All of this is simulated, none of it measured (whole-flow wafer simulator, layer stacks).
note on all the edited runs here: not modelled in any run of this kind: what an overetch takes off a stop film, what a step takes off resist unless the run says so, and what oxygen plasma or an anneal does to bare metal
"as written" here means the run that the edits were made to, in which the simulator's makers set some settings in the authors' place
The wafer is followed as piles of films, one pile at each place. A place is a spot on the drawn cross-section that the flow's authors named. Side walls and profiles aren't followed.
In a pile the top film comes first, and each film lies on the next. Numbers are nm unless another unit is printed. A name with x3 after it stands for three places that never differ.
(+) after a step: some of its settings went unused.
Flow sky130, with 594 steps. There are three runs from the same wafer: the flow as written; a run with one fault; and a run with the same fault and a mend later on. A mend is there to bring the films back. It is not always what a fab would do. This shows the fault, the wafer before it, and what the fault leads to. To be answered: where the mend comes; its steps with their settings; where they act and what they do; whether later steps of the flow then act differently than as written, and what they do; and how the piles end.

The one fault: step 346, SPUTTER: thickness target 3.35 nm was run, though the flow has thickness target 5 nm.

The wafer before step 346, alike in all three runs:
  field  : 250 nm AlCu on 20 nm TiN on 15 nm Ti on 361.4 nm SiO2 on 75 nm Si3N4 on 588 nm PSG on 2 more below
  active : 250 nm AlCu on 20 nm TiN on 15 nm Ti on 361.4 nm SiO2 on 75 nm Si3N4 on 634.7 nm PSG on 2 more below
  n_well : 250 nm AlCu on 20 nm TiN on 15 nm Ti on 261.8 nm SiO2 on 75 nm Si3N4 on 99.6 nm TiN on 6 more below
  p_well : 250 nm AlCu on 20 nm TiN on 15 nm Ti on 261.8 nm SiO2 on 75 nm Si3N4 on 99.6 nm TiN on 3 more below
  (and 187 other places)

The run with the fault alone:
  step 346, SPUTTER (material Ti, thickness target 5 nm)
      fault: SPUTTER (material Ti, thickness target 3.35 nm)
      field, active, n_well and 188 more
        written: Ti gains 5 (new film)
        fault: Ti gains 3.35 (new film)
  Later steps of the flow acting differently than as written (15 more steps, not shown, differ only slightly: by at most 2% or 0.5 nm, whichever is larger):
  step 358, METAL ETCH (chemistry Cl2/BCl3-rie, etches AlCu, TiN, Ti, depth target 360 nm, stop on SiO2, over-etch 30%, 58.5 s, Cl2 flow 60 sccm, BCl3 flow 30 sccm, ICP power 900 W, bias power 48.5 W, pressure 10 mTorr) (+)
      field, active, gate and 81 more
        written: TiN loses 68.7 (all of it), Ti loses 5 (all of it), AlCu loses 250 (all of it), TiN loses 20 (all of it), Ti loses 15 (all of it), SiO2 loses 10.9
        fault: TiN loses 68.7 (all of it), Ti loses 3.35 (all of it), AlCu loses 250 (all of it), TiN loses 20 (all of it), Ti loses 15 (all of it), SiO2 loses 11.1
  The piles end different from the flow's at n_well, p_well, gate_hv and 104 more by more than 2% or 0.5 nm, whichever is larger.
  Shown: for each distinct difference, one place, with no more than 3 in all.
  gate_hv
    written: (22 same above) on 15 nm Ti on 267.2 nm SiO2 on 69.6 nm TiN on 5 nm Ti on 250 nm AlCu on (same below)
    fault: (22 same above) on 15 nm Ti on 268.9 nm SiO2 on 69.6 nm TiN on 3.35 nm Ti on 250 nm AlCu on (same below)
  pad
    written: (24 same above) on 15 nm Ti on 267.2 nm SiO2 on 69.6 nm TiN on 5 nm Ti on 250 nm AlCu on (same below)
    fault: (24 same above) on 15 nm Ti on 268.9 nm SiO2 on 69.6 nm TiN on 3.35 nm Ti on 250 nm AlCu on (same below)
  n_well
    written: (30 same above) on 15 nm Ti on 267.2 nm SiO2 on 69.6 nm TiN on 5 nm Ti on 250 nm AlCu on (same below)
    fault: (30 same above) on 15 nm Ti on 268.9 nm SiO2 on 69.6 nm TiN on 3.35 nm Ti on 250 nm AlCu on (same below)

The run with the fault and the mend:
  The mend follows step 346.
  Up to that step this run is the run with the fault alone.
  step 346a, SPUTTER (material Ti, thickness target 1.65 nm) (the flow's step 346, run once more with other settings)
      field, active, n_well and 188 more
        Ti gains 1.65
  None of the later steps of the flow acts differently than as written at any place that is followed.
  The piles end the same as the flow's at every place that both follow.
